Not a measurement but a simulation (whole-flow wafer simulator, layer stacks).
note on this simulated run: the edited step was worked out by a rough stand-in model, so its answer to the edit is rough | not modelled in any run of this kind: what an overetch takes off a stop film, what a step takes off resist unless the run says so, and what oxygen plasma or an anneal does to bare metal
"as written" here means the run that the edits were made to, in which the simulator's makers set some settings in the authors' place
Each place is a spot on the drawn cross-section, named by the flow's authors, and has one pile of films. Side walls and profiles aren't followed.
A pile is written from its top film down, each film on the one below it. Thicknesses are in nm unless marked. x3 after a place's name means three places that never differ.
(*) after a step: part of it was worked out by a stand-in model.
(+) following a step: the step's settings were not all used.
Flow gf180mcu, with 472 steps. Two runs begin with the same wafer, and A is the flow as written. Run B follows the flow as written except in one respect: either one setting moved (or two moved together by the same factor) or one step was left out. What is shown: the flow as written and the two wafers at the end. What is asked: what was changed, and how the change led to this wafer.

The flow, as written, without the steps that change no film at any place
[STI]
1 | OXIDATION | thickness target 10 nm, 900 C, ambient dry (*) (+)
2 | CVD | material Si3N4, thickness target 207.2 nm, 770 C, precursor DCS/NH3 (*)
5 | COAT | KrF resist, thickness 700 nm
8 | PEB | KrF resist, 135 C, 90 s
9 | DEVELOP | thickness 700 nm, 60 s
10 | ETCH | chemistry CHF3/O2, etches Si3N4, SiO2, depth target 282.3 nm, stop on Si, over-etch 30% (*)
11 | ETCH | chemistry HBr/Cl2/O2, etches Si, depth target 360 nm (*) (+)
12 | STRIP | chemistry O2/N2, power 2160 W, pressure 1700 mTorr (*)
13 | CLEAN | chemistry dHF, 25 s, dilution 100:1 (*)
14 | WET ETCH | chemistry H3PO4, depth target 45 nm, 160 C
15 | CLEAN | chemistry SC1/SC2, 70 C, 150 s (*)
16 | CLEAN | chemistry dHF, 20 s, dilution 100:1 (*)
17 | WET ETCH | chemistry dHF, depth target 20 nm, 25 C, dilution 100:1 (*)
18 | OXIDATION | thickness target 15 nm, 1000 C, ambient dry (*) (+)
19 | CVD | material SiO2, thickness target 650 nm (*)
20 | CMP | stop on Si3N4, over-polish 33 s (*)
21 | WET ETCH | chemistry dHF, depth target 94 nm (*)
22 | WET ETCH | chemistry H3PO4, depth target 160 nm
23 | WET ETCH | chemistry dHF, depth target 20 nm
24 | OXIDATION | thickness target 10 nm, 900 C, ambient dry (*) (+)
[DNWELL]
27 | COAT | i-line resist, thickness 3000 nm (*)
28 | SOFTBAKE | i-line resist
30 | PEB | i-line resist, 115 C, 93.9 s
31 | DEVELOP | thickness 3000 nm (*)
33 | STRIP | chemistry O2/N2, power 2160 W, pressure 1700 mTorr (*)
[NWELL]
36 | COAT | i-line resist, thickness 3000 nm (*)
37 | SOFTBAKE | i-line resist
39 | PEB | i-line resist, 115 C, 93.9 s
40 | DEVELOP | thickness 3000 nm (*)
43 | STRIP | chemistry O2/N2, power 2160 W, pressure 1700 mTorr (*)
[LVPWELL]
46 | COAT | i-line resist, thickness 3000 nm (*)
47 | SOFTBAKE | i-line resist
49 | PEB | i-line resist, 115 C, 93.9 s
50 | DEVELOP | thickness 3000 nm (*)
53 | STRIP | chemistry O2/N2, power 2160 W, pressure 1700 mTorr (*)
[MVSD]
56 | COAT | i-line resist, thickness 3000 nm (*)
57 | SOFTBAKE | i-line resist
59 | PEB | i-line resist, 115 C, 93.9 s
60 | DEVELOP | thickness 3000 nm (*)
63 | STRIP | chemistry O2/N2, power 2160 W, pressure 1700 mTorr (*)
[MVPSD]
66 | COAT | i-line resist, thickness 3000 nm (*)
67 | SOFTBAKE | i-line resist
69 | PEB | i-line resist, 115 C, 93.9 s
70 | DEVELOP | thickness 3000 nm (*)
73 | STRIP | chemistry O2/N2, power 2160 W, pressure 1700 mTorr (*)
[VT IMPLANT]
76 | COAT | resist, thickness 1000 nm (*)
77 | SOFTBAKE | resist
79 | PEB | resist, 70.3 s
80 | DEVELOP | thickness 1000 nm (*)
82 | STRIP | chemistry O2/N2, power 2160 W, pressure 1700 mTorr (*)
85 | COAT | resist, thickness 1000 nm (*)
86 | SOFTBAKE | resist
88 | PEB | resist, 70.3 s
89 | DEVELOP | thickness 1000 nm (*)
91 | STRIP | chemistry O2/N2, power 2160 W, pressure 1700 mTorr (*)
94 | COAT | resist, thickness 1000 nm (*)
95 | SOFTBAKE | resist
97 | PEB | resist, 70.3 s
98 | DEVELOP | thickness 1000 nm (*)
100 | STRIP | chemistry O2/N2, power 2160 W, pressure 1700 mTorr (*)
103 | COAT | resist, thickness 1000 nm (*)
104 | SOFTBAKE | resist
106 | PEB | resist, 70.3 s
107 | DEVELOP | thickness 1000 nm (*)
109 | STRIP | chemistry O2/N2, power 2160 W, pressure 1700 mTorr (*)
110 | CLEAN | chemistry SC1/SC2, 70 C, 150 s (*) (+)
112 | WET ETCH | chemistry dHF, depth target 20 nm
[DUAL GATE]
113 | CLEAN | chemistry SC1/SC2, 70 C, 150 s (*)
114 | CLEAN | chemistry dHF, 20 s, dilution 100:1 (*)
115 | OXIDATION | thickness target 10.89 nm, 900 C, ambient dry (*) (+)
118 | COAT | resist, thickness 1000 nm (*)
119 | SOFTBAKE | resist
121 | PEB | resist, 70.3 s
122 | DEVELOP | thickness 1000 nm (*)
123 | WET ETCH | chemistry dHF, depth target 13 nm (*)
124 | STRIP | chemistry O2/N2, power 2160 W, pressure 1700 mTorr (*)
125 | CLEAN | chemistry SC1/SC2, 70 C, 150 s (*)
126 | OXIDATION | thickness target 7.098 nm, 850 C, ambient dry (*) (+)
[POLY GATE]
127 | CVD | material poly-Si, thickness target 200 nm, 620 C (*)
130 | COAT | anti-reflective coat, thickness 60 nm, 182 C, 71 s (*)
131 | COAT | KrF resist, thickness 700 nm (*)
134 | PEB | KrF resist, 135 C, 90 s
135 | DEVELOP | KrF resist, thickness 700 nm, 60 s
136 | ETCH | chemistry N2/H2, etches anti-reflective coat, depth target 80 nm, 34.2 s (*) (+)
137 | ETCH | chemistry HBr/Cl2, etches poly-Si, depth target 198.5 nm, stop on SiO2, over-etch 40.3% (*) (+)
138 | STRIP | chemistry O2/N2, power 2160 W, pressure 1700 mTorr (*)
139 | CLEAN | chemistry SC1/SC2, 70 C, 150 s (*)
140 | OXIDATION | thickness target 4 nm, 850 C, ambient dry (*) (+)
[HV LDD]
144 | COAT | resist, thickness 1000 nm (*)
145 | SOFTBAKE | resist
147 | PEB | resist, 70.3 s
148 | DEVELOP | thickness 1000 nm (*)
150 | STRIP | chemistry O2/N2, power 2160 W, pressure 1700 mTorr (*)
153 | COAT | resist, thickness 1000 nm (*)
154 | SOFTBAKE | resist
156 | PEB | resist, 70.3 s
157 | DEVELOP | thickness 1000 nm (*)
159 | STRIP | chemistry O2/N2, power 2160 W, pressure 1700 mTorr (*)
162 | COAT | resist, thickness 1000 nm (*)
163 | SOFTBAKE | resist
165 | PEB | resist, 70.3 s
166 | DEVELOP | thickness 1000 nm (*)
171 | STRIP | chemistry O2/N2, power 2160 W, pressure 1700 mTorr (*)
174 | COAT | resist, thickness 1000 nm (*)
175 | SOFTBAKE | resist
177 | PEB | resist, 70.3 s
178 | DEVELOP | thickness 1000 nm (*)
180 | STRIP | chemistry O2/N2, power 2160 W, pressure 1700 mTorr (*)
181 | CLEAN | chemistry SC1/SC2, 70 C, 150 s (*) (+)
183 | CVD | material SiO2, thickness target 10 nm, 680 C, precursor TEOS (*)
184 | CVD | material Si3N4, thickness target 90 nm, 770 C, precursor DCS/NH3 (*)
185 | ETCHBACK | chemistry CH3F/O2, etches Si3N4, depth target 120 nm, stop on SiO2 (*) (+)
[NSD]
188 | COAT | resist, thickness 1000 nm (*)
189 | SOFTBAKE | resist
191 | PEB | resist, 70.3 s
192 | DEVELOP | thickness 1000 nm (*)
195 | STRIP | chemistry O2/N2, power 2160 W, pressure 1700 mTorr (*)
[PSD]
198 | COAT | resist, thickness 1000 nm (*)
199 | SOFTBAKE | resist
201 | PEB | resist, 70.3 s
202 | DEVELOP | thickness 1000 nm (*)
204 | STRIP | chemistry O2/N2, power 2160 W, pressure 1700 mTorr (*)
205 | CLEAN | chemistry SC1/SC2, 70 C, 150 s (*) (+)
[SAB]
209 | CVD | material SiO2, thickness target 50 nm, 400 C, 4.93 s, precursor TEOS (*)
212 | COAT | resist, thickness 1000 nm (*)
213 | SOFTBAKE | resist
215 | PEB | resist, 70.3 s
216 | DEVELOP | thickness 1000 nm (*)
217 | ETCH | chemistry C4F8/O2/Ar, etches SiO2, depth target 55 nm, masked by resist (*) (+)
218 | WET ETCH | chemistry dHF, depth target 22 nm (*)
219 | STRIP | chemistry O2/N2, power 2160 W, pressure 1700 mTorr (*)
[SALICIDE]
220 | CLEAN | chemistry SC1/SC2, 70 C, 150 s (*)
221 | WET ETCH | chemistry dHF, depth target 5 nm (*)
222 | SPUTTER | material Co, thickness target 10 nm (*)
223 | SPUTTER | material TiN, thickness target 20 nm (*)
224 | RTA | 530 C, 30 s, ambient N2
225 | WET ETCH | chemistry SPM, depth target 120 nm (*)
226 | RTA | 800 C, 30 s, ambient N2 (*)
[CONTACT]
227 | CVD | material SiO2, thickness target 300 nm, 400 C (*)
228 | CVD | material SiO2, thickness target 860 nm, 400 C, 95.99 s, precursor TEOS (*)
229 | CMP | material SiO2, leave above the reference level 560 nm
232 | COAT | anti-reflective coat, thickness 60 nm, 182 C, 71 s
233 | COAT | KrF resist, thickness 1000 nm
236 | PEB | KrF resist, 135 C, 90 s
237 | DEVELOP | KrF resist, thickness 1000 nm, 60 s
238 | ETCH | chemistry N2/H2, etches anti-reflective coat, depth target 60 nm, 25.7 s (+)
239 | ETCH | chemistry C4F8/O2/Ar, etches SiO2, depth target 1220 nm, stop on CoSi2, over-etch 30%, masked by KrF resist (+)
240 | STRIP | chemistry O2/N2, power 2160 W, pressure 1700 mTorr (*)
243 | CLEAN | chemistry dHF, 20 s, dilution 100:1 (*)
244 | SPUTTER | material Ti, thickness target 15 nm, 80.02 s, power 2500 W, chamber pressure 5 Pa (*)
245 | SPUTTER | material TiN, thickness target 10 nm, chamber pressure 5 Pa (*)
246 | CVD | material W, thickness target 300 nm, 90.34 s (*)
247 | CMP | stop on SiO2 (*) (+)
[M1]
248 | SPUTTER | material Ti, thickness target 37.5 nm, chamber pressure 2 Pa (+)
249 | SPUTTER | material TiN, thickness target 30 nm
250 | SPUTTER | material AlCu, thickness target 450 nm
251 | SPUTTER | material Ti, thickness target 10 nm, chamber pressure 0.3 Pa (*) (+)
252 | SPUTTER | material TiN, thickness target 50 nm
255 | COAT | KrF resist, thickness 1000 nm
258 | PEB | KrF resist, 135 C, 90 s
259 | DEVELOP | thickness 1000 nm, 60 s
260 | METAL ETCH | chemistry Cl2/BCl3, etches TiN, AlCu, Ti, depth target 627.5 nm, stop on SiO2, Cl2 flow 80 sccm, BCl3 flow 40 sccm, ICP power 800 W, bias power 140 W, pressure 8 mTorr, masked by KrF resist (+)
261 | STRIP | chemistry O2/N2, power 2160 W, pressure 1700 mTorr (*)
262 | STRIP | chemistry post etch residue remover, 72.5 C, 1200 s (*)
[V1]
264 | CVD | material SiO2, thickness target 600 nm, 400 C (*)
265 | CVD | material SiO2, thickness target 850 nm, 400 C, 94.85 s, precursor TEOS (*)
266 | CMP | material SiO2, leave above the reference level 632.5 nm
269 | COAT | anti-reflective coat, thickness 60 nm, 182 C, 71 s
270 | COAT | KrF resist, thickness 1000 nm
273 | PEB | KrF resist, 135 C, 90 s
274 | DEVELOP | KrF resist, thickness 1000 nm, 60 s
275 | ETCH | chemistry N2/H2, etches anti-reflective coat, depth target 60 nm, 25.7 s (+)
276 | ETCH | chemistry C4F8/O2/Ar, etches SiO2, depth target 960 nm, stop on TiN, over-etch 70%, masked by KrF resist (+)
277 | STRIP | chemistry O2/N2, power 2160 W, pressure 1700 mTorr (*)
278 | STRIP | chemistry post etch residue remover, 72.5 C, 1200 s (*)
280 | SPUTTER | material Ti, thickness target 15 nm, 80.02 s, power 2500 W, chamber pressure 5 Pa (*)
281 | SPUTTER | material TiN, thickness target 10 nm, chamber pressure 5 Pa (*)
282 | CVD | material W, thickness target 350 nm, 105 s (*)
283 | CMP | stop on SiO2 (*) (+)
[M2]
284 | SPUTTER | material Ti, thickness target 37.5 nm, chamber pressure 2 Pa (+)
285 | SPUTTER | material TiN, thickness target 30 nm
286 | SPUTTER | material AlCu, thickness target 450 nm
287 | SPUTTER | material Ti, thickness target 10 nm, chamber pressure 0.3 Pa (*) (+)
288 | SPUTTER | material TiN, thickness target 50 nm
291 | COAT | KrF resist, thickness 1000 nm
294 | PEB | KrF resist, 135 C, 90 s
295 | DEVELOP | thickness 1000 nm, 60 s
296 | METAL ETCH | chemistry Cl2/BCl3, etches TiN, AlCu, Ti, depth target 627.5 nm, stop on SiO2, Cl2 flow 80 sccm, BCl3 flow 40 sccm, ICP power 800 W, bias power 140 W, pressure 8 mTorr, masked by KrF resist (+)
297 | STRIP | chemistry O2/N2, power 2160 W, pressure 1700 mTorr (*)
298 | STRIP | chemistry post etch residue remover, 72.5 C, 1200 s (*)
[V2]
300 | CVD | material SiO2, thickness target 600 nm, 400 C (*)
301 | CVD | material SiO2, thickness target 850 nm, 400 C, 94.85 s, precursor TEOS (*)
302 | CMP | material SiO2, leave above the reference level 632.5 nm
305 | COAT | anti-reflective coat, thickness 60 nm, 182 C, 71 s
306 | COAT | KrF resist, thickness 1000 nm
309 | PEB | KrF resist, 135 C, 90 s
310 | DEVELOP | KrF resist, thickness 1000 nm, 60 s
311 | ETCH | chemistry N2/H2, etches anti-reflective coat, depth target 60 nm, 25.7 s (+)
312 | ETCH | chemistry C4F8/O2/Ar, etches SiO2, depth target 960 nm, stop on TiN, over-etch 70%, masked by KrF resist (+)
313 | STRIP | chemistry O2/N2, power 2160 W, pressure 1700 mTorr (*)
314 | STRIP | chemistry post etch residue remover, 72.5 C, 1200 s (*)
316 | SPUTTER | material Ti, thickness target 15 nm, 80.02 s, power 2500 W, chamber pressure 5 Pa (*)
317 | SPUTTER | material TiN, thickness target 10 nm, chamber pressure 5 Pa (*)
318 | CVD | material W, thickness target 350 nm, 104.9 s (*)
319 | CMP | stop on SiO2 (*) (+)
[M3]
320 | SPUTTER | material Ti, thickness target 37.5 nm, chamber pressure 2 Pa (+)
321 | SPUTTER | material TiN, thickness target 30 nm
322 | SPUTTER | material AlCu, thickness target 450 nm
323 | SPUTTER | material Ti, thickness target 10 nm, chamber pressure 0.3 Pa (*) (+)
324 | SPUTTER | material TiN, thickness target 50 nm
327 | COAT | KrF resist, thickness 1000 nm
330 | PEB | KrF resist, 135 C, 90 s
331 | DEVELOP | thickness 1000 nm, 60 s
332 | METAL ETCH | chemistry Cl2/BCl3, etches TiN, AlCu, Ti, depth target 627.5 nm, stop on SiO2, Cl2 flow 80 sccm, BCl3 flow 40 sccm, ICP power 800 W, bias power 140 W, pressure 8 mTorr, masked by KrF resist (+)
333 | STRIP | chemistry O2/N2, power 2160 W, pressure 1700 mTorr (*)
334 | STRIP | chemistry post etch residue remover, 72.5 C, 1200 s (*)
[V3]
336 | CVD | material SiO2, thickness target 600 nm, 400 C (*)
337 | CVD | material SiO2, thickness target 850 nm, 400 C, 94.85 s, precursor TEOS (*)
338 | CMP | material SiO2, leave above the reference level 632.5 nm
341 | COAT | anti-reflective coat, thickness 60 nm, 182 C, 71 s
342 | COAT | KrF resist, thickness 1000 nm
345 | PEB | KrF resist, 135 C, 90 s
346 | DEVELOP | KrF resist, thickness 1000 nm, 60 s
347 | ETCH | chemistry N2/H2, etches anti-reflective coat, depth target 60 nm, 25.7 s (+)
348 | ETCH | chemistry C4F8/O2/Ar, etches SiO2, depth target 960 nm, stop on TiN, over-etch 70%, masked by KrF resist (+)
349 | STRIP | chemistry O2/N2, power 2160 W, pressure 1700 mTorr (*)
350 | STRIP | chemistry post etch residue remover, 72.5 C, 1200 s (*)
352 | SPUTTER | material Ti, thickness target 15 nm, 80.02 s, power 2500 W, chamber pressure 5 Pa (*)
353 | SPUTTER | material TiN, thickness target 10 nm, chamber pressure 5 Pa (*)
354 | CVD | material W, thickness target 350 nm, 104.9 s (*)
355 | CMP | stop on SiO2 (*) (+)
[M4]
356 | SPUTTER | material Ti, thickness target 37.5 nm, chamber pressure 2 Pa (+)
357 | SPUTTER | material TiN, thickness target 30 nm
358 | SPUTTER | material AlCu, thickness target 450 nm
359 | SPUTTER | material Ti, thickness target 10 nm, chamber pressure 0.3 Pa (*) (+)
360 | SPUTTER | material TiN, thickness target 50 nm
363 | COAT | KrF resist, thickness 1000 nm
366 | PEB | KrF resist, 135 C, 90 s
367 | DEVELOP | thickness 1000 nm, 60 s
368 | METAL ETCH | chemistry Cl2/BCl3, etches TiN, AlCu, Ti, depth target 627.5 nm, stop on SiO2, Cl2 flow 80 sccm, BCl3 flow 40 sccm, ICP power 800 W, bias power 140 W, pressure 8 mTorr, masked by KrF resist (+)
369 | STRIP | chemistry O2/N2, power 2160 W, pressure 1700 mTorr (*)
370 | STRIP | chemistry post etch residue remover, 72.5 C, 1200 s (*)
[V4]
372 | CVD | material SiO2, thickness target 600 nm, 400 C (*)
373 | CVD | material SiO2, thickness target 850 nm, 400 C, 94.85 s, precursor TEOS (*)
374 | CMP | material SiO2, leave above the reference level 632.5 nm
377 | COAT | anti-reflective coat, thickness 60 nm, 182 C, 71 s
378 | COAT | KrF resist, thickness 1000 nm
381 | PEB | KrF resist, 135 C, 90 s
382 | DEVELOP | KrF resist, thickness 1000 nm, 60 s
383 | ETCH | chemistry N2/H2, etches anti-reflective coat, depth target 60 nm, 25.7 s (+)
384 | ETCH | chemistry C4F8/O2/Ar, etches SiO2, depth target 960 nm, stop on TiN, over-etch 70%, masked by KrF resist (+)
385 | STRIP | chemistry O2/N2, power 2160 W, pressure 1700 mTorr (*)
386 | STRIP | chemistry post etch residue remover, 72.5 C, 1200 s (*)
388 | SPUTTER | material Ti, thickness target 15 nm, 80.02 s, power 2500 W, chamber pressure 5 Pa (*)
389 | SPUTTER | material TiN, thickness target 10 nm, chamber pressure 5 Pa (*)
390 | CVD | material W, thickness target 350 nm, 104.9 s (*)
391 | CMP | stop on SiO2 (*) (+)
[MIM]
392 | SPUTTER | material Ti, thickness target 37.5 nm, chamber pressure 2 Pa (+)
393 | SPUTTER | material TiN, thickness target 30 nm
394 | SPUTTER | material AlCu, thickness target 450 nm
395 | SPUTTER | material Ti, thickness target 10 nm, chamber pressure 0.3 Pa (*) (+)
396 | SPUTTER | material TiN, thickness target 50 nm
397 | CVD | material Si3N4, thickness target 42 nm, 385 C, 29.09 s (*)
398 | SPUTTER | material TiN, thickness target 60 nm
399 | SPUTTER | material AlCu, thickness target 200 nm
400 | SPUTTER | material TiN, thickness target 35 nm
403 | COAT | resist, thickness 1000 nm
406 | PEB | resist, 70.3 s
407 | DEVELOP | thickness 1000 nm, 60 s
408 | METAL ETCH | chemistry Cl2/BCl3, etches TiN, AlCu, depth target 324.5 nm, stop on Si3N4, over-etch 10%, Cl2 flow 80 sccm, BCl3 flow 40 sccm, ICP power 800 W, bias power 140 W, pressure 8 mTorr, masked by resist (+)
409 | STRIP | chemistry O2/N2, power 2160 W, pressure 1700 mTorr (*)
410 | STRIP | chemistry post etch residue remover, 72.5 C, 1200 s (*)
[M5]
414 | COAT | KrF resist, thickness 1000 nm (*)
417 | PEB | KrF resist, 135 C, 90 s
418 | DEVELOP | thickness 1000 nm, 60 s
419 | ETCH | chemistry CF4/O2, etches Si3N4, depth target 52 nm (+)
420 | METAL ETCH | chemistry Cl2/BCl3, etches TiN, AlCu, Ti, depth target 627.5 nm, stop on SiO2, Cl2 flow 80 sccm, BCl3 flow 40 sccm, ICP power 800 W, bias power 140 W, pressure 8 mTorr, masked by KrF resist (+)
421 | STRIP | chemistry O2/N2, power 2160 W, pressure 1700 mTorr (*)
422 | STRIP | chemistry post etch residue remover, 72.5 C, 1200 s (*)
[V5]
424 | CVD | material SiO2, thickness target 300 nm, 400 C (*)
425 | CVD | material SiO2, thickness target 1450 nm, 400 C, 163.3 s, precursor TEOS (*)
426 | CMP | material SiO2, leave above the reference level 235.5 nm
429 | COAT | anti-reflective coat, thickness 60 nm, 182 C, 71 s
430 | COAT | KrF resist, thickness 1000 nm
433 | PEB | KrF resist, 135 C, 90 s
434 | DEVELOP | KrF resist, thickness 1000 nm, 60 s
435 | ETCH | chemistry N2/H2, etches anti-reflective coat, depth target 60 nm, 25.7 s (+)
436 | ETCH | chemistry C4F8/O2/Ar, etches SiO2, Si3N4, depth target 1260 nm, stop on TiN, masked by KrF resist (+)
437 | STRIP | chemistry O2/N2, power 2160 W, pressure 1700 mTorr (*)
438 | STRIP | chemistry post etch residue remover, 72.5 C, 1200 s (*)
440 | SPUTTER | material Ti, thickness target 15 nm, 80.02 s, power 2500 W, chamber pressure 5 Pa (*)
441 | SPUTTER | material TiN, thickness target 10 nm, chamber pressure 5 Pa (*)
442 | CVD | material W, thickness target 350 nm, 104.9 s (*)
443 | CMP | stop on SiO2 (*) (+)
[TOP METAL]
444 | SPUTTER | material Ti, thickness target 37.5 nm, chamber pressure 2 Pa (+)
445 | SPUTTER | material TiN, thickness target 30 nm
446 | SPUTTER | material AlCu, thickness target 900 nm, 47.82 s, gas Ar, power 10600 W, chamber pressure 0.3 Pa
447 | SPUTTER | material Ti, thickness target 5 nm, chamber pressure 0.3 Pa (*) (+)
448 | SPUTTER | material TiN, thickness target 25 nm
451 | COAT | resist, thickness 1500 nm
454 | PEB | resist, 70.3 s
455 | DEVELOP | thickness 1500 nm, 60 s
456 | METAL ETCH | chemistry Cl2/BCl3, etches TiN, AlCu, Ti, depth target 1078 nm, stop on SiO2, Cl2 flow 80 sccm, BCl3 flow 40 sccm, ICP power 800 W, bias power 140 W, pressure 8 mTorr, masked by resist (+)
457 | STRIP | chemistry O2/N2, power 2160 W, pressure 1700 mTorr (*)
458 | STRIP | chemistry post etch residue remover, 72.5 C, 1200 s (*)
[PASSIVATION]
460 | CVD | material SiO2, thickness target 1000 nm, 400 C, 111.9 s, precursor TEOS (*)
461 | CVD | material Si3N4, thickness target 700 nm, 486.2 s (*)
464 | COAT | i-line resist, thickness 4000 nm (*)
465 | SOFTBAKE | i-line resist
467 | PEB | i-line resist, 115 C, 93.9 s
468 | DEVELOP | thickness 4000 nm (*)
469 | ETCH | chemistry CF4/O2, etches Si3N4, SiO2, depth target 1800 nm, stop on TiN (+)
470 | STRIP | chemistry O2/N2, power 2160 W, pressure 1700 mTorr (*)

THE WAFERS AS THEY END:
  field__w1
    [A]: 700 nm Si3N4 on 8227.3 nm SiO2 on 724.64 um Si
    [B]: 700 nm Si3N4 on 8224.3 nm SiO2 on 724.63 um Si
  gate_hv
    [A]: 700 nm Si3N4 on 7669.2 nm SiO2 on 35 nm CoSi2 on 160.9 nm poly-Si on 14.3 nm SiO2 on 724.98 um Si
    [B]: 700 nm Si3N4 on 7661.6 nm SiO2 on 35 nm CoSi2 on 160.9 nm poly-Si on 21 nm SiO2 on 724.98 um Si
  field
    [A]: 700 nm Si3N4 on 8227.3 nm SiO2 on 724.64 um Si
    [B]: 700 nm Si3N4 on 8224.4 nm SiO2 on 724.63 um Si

Cause: step 126, OXIDATION: 935 C was run, while the flow as written has 850 C.

How this came from the change, step by step:
  126 | OXIDATION | thickness target 7.098 nm, 850 C, ambient dry (*) (+)
      gate_hv, active_hv, active_nat and 25 more: A SiO2 gains 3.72, Si loses 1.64 | B SiO2 gains 10.5, Si loses 4.62
      active, n_well, p_well and 12 more: A SiO2 gains 7.1 (new film), chemical SiO2 loses 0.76 (all of it), Si loses 2.79 | B SiO2 gains 15.8 (new film), chemical SiO2 loses 0.76 (all of it), Si loses 6.64
      (as well as at 49 more places)
  130 | COAT | anti-reflective coat, thickness 60 nm, 182 C, 71 s (*)
      p_well, spacer, sd_n: A anti-reflective coat gains 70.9 (new film) | B anti-reflective coat gains 67.9 (new film)
      ldn_fp, ldp_fp: A anti-reflective coat gains 48.5 (new film) | B anti-reflective coat gains 50 (new film)
      (as well as at 30 more places)
  136 | ETCH | chemistry N2/H2, etches anti-reflective coat, depth target 80 nm, 34.2 s (*) (+)
      p_well, spacer, sd_n: A anti-reflective coat loses 70.9 (all of it), poly-Si loses 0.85 | B anti-reflective coat loses 67.9 (all of it), poly-Si loses 0.93
      ldn_dft, ldp_dft: A anti-reflective coat loses 48.7 (all of it), poly-Si loses 1.42 | B anti-reflective coat loses 50.1 (all of it), poly-Si loses 1.38
      (as well as at 23 more places)
  138 | STRIP | chemistry O2/N2, power 2160 W, pressure 1700 mTorr (*)
      gate: A chemical SiO2 gains 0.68 (new film), KrF resist loses 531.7 (all of it), anti-reflective coat loses 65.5 (all of it), poly-Si loses 0.3 | B chemical SiO2 gains 0.68 (new film), KrF resist loses 531.2 (all of it), anti-reflective coat loses 63.7 (all of it), poly-Si loses 0.3
      gate_p: A chemical SiO2 gains 0.68 (new film), KrF resist loses 530.6 (all of it), anti-reflective coat loses 65.9 (all of it), poly-Si loses 0.3 | B chemical SiO2 gains 0.68 (new film), KrF resist loses 530.3 (all of it), anti-reflective coat loses 64.1 (all of it), poly-Si loses 0.3
      (as well as at 5 more places)
  218 | WET ETCH | chemistry dHF, depth target 22 nm (*)
      active, p_well, sd_n, iso_ptap_pw, iso_ntap_nw, iso_ptap_sub, vpnp_e: A SiO2 loses 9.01 (all of it) | B SiO2 loses 17.6 (all of it)
      ldn_tap, ldn_src, ldn_drn, ldp_tap, ldp_src, ldp_drn, ldp_gr: A SiO2 loses 16 (all of it) | B SiO2 loses 22.7 (all of it)
      (as well as at 9 more places)
  229 | CMP | material SiO2, leave above the reference level 560 nm
      field__w3: A SiO2 loses 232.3 | B SiO2 loses 237.1
      field__w12: A SiO2 loses 232.1 | B SiO2 loses 237
      (as well as at 5 more places)
